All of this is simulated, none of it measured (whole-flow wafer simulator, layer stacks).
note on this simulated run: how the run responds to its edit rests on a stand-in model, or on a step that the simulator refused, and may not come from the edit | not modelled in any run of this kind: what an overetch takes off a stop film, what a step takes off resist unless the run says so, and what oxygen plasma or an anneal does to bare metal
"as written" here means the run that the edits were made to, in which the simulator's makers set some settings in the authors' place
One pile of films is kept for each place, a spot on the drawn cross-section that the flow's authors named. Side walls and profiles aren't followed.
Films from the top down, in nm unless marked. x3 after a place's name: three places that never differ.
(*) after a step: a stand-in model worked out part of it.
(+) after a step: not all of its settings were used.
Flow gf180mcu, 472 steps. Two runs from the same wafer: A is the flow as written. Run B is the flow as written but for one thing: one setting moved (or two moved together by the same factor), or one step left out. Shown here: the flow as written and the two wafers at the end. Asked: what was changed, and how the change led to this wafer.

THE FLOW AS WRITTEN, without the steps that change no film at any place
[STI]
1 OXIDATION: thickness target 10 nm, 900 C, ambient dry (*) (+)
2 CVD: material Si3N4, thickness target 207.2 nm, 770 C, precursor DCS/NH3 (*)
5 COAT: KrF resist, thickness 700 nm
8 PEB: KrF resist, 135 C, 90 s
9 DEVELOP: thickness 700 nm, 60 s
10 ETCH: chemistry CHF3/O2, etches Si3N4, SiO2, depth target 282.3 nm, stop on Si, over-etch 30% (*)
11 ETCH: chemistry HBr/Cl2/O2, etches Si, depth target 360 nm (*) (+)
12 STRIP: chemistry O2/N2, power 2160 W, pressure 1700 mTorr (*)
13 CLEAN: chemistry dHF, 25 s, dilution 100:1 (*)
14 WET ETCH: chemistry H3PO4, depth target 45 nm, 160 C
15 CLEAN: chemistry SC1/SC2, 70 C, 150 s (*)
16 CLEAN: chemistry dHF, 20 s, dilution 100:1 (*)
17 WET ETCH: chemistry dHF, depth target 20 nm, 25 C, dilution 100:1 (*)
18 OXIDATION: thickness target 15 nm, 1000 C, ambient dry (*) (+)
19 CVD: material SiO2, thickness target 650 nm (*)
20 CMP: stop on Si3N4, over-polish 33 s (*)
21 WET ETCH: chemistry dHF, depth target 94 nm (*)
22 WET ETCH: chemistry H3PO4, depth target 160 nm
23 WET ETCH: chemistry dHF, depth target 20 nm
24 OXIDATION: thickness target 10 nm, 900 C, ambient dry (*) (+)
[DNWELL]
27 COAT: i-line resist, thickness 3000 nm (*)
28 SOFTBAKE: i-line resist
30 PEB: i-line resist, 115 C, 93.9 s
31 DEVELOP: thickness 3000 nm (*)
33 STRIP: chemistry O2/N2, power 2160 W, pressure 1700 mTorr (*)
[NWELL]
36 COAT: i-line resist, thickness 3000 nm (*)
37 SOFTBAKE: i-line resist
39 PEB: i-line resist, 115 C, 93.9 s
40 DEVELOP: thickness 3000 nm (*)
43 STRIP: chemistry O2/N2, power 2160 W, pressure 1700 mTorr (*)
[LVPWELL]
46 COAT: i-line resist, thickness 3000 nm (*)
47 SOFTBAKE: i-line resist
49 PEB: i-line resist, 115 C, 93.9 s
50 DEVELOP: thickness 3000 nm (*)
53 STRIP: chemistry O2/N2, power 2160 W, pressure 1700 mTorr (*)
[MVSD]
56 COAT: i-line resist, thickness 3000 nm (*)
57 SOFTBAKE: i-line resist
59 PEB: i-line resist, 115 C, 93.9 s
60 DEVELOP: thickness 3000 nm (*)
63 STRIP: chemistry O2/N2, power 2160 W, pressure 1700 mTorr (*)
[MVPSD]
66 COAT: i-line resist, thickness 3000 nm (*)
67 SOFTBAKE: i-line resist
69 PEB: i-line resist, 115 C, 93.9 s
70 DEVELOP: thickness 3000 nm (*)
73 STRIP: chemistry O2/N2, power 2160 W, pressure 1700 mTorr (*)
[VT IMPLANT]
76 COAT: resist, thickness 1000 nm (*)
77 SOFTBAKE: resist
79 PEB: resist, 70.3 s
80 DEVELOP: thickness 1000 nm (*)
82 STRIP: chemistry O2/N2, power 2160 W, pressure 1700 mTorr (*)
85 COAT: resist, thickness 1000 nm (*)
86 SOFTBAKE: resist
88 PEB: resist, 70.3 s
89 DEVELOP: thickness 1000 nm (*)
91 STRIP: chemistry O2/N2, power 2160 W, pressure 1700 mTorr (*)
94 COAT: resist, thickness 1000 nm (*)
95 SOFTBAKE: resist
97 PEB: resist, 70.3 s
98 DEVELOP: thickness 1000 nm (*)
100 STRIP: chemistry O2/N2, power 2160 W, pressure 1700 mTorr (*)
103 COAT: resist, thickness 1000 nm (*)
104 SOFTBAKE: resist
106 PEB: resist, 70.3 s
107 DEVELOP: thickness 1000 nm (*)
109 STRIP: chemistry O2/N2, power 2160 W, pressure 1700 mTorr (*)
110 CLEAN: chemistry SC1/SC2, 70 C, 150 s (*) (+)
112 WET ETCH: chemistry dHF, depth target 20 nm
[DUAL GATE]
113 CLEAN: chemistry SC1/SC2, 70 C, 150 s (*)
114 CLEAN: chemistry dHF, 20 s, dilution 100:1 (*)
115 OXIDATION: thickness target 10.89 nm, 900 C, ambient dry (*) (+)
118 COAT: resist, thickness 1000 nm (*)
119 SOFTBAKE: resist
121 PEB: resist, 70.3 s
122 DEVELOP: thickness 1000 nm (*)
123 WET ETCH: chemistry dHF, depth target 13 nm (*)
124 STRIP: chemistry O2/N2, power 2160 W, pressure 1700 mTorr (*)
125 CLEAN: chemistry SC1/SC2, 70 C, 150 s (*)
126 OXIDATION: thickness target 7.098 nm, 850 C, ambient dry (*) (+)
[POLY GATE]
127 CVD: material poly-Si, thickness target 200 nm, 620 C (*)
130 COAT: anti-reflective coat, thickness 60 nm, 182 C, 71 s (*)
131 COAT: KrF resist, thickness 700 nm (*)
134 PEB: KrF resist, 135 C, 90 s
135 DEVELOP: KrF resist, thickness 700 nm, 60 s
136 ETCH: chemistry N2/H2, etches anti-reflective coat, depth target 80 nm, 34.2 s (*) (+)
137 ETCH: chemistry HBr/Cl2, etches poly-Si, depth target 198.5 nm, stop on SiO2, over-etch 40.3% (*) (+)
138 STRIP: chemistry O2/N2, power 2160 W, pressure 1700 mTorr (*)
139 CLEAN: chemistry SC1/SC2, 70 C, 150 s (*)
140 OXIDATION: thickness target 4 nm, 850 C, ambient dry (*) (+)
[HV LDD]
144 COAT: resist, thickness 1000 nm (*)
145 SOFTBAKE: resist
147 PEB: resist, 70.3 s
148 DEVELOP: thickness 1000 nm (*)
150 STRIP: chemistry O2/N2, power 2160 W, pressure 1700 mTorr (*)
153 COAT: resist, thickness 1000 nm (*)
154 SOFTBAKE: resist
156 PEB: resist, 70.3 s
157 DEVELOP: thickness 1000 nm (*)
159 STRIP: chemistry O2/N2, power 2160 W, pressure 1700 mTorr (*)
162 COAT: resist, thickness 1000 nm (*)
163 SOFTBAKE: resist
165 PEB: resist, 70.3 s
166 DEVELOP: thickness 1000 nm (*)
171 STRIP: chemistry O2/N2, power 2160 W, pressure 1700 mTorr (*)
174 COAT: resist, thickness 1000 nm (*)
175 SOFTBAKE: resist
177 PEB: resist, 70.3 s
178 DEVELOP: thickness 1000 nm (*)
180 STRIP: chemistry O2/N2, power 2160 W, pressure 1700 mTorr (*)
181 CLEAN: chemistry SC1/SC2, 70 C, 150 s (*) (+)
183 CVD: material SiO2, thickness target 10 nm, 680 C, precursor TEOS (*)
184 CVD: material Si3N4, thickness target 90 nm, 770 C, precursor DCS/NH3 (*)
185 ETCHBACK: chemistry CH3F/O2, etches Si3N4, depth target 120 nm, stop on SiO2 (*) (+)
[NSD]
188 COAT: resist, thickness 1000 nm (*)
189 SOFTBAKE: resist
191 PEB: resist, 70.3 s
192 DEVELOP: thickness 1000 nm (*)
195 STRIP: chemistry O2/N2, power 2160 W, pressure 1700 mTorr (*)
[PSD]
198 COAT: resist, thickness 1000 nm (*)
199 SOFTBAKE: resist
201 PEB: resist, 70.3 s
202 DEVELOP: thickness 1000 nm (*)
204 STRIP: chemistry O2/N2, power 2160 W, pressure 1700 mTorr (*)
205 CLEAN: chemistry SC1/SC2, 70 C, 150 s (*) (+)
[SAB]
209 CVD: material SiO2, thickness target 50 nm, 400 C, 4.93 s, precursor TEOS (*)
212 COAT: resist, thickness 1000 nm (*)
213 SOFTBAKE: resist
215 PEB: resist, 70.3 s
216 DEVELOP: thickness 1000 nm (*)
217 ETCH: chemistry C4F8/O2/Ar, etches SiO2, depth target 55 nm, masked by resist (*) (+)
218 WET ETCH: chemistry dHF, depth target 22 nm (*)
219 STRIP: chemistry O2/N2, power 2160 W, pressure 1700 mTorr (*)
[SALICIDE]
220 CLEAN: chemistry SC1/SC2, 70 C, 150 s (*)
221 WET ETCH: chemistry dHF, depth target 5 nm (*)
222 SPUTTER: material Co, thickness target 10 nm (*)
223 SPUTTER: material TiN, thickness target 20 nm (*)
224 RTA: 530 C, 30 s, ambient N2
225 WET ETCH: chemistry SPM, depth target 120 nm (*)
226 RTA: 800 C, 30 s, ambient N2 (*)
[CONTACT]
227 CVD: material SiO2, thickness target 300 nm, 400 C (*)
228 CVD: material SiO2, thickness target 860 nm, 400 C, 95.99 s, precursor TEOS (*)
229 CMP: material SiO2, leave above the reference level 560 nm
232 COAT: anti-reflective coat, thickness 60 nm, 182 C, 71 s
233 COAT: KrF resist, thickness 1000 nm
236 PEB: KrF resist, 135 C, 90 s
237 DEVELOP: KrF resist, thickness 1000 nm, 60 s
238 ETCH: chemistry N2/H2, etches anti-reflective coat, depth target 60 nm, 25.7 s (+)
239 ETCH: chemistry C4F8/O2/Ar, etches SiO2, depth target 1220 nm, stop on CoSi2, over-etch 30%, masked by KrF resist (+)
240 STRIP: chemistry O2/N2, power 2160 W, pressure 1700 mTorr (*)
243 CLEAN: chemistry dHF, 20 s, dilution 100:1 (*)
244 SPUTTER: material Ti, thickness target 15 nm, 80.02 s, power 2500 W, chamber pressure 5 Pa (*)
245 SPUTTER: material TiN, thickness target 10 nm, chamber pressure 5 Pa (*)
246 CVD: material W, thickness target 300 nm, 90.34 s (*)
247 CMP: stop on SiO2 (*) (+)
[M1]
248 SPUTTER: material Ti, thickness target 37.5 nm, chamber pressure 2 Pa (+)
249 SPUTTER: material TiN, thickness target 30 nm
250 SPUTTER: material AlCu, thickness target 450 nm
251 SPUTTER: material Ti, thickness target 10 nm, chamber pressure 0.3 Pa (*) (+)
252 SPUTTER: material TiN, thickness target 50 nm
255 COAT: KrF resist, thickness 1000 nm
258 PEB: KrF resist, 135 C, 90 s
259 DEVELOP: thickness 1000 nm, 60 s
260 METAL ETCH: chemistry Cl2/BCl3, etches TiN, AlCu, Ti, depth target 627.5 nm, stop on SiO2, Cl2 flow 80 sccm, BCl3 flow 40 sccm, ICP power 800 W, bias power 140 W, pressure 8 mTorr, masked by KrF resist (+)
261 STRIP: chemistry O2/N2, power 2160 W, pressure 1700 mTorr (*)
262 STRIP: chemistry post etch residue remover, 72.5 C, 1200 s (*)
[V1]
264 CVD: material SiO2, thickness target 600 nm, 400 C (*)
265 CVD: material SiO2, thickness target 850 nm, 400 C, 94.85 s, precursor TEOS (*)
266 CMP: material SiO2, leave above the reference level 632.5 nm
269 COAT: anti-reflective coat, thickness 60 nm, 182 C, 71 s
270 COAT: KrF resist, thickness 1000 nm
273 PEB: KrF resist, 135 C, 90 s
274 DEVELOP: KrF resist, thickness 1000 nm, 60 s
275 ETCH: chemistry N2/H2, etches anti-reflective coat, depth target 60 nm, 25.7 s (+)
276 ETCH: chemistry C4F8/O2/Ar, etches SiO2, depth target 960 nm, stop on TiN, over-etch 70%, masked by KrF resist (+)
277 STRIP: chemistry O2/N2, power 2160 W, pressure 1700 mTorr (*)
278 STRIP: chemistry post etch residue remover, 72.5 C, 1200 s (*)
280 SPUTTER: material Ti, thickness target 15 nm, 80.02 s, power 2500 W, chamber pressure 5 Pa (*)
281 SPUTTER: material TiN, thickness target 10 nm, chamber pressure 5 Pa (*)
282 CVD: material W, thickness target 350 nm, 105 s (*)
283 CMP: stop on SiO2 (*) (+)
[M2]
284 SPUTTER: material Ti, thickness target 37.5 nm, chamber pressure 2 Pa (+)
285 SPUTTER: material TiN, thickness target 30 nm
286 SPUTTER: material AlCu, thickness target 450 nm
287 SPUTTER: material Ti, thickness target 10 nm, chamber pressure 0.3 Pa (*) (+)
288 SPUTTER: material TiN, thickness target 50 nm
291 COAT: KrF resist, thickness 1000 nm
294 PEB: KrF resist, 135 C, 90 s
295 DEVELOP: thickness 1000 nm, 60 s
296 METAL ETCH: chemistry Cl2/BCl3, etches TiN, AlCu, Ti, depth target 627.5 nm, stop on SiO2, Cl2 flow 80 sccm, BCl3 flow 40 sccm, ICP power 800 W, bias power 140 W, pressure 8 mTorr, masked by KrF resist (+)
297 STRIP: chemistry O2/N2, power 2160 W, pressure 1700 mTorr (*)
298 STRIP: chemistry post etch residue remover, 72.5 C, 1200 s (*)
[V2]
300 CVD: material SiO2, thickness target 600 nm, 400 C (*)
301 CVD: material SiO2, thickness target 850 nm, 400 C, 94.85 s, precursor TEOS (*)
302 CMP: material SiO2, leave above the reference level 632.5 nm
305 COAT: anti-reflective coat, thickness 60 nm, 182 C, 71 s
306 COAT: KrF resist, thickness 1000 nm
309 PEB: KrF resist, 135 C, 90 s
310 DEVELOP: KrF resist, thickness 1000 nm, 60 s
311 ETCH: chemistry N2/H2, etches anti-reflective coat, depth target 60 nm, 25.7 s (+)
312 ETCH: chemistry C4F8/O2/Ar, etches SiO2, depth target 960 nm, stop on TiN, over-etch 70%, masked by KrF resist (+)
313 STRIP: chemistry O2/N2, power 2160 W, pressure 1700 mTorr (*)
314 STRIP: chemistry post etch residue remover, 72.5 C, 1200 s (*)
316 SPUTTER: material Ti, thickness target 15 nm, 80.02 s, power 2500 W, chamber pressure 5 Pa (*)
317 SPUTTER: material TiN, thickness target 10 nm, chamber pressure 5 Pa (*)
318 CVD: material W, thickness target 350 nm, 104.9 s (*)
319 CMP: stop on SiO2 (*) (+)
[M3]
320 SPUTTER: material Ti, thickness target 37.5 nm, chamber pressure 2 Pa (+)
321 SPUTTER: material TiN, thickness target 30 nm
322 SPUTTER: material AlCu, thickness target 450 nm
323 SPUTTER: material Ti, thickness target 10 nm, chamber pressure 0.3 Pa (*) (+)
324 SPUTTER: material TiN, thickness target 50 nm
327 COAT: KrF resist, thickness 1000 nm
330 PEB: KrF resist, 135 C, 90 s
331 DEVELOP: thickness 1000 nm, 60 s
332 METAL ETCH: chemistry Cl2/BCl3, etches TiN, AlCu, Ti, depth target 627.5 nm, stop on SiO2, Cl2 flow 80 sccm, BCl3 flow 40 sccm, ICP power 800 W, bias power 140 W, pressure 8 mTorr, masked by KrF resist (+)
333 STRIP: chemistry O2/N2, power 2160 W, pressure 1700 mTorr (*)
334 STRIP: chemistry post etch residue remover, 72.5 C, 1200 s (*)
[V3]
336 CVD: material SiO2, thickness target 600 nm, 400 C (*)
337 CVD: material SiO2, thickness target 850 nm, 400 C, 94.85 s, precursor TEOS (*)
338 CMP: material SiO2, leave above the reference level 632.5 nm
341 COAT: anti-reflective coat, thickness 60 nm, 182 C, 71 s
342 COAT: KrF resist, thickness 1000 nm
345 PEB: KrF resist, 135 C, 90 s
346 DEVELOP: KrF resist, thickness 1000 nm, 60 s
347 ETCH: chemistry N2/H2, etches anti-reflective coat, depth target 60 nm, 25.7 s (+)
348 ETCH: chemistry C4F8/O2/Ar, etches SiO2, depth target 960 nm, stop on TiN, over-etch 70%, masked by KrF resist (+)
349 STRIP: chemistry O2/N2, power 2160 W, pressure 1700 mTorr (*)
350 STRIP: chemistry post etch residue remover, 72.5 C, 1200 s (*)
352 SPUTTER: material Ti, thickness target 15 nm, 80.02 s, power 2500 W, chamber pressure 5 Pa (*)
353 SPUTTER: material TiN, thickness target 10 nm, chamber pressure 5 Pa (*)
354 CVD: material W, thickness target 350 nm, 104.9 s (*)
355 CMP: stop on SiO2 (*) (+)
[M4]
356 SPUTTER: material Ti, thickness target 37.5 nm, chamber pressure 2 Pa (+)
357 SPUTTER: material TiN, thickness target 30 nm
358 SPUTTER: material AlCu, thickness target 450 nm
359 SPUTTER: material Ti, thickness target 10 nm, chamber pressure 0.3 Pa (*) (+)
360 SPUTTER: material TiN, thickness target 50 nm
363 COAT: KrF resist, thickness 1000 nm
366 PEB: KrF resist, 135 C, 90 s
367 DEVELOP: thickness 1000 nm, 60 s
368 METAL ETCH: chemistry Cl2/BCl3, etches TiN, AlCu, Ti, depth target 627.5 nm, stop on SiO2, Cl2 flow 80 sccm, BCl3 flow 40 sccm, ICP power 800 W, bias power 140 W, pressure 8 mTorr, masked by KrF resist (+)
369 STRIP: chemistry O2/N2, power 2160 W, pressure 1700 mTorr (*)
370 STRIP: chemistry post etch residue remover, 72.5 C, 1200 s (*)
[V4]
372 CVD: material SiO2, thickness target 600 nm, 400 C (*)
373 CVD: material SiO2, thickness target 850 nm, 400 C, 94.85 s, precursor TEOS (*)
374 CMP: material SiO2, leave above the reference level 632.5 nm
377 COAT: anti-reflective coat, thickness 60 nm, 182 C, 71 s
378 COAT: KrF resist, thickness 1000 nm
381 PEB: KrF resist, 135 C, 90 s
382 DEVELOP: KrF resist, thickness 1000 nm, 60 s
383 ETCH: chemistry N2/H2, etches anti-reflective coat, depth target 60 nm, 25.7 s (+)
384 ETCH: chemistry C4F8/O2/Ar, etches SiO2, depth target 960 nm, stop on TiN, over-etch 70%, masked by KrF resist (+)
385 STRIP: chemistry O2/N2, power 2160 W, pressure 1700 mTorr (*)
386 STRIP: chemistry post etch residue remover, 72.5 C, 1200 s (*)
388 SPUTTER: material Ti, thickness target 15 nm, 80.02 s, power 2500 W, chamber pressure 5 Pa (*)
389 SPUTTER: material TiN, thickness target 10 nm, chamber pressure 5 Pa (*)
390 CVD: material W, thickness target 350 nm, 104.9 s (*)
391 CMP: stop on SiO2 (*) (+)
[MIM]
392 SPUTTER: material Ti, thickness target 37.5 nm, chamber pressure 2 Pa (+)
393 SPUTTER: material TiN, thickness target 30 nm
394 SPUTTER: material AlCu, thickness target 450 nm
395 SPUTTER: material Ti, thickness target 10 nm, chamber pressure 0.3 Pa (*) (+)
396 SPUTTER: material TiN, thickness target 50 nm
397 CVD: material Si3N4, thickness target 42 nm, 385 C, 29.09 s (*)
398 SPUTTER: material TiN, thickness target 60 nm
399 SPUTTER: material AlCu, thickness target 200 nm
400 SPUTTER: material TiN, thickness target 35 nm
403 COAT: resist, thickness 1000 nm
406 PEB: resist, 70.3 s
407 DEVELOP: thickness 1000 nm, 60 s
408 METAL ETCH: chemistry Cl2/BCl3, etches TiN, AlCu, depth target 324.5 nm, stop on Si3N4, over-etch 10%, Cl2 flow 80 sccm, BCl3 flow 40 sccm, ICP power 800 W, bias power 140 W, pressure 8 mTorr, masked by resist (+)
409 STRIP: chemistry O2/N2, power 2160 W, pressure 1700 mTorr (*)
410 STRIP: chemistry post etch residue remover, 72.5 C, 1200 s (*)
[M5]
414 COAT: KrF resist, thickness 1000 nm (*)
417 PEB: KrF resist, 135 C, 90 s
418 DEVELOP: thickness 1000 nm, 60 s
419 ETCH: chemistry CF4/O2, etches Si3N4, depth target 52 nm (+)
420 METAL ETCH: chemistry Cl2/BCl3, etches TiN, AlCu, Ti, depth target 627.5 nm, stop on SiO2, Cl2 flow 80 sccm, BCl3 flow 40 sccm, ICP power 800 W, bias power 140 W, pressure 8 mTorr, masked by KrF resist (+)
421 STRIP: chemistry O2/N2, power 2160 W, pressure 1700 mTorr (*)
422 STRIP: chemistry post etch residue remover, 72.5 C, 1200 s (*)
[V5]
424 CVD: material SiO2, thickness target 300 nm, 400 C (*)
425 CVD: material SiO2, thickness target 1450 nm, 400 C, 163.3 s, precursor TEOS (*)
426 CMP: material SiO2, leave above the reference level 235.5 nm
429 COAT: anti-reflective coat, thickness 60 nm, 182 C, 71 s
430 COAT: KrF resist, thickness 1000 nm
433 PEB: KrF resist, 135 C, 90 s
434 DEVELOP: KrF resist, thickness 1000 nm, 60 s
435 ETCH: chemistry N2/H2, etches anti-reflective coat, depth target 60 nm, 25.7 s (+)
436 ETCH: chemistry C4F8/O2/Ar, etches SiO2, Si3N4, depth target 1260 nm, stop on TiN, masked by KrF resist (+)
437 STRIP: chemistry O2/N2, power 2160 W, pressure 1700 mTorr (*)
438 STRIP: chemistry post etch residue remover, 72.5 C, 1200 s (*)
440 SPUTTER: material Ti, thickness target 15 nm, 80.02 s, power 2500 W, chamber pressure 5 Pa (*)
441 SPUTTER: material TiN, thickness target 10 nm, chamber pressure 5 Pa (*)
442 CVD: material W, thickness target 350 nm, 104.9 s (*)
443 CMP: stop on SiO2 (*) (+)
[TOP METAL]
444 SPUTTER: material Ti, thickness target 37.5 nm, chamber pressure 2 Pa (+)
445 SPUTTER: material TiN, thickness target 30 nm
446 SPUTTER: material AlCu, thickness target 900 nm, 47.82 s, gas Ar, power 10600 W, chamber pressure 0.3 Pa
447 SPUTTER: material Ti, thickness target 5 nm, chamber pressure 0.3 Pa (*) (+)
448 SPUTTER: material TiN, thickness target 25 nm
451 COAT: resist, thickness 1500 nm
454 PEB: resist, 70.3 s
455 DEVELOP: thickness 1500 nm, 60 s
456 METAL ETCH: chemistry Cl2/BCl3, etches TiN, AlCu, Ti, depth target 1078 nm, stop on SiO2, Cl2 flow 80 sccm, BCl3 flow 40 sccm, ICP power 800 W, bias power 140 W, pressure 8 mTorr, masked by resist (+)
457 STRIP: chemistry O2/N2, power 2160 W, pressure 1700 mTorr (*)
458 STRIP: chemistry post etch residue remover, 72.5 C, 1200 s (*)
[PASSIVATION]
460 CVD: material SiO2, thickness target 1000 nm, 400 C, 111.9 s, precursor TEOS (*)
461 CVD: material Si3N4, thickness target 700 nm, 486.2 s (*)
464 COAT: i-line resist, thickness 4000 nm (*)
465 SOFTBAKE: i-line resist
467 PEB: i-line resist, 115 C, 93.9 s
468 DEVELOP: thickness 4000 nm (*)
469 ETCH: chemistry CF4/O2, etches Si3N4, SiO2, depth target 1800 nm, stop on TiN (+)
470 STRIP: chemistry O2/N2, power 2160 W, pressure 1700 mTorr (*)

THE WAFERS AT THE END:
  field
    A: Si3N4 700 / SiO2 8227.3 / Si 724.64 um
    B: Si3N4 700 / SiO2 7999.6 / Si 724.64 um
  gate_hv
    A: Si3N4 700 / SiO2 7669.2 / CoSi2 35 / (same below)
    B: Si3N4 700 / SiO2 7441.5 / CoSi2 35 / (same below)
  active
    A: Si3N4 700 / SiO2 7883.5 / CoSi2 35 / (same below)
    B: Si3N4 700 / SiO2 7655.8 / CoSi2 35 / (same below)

The cause: step 338, CMP: leave above the reference level 404.8 nm was run, where the flow has leave above the reference level 632.5 nm.

How the change led to this, step by step:
  338 CMP: material SiO2, leave above the reference level 632.5 nm
      field, field__w1, field__w2 and 103 more: A SiO2 -300 | B SiO2 -527.7
      field__w8, contact, m1, m1__w1, m1_nw: A SiO2 -877.1 | B SiO2 -1104.8
  348 ETCH: chemistry C4F8/O2/Ar, etches SiO2, depth target 960 nm, stop on TiN, over-etch 70%, masked by KrF resist (+)
      field, field__w1, field__w2 and 107 more: A KrF resist -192 | B KrF resist -117.2
      contact: A SiO2 -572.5 (all of it) | B SiO2 -344.8 (all of it)
  349 STRIP: chemistry O2/N2, power 2160 W, pressure 1700 mTorr (*)
      field, field__w1, field__w2 and 107 more: A KrF resist -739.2 (all of it), anti-reflective coat -60 (all of it) | B KrF resist -814 (all of it), anti-reflective coat -60 (all of it)
  352 SPUTTER: material Ti, thickness target 15 nm, 80.02 s, power 2500 W, chamber pressure 5 Pa (*)
      contact: A Ti +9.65 (new film) | B Ti +11.1 (new film)
  353 SPUTTER: material TiN, thickness target 10 nm, chamber pressure 5 Pa (*)
      contact: A TiN +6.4 (new film) | B TiN +7.36 (new film)
  354 CVD: material W, thickness target 350 nm, 104.9 s (*)
      contact: A W +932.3 (new film) | B W +702.2 (new film)
